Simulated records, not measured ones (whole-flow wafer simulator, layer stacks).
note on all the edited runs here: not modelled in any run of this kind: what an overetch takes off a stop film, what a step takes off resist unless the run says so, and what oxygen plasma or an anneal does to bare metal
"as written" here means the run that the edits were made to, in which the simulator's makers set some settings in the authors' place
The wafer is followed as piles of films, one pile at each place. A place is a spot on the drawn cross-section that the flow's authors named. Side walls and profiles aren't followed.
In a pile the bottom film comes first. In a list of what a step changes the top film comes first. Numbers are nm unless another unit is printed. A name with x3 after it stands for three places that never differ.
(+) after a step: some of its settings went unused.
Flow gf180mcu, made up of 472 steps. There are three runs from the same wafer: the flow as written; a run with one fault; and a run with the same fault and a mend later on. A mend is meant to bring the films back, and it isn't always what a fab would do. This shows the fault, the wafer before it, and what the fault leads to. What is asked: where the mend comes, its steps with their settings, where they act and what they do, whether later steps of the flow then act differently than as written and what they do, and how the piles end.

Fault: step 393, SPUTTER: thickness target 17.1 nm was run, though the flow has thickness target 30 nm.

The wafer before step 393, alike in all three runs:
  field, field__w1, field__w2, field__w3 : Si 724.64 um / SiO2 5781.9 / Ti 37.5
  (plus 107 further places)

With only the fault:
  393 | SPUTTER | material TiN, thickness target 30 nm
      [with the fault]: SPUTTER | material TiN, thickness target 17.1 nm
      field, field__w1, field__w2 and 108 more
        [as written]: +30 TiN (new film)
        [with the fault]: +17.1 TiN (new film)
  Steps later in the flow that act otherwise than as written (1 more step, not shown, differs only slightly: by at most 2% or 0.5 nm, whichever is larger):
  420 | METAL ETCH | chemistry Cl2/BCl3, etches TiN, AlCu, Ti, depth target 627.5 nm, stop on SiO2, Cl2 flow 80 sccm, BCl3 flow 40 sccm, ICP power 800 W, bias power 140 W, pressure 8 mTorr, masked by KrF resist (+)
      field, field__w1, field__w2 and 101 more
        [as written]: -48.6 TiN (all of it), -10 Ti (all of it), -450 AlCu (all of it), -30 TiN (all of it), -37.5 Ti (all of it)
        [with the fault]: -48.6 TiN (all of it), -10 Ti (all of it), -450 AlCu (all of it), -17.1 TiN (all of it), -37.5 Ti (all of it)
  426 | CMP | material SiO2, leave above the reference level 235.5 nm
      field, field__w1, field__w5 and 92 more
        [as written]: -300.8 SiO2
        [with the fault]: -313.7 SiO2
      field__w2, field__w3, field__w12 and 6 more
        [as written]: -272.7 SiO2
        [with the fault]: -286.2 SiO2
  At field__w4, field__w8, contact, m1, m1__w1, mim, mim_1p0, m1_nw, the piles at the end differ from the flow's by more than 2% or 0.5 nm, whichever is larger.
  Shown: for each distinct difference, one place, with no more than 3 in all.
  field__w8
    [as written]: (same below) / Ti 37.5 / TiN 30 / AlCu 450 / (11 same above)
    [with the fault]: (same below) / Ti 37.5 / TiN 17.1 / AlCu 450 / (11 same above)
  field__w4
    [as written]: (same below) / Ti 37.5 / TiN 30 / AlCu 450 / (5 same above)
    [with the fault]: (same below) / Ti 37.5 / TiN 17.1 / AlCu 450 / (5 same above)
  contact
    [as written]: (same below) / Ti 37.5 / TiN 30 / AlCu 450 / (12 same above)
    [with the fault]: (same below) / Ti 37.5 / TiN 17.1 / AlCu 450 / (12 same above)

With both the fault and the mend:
  The mend follows step 393.
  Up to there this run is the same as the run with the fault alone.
  393a | SPUTTER | material TiN, thickness target 12.9 nm (the flow's step 393, run once more with other settings)
      field, field__w1, field__w2 and 108 more
        +12.9 TiN
  None of the later steps of the flow acts differently than as written at any place that is followed.
  By the end, the piles equal the flow's at every place that both follow.
